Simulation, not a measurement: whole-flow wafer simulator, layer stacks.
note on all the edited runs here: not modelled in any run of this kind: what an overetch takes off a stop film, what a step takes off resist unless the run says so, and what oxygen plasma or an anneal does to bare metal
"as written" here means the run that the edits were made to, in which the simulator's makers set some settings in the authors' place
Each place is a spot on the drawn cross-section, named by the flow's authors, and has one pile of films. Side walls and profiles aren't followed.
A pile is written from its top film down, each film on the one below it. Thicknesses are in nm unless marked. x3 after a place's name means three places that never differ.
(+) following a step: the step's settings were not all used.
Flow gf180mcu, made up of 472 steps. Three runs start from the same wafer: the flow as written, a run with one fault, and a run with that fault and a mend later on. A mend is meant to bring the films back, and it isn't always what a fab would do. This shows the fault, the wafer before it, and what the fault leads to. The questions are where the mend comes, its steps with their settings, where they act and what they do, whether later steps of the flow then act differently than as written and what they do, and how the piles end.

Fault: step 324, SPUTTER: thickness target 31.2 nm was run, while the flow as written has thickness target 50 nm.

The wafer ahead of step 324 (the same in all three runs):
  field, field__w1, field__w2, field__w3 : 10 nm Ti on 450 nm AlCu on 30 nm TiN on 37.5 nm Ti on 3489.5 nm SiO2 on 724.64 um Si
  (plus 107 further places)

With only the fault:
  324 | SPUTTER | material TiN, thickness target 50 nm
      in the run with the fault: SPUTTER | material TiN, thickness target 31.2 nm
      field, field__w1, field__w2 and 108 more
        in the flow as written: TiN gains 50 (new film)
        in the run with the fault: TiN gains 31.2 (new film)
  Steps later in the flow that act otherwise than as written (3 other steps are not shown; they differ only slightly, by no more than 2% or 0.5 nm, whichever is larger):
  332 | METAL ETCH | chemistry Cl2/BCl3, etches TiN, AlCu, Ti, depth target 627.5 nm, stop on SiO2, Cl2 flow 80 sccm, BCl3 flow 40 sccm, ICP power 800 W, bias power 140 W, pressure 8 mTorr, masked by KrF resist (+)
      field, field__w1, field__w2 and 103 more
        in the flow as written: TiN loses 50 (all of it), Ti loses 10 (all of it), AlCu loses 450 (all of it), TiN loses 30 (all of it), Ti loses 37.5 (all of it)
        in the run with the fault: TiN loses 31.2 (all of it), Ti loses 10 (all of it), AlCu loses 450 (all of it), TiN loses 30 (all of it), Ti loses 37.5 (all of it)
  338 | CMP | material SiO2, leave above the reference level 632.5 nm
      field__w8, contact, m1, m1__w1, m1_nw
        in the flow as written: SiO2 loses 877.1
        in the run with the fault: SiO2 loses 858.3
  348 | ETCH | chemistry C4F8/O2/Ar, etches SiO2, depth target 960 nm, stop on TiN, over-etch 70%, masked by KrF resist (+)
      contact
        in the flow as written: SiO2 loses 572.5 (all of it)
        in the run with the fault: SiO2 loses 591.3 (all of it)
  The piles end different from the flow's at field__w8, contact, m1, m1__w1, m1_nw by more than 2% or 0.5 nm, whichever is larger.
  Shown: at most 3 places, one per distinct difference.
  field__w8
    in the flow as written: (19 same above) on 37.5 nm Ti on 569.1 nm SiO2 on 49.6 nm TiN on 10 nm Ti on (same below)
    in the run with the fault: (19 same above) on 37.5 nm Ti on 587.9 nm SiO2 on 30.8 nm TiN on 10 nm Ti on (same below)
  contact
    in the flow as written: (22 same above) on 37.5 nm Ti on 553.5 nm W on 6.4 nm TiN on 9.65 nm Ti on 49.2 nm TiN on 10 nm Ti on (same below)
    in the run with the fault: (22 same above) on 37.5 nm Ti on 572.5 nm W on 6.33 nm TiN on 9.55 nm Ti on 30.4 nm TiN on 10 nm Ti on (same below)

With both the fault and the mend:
  The mend stands after step 324.
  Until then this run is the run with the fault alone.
  324a | SPUTTER | material TiN, thickness target 18.8 nm (the flow's step 324 again, with other settings)
      field, field__w1, field__w2 and 108 more
        TiN gains 18.8
  None of the later steps of the flow acts differently than as written at any place that is followed.
  At every place that both follow, the piles at the end match the flow's.
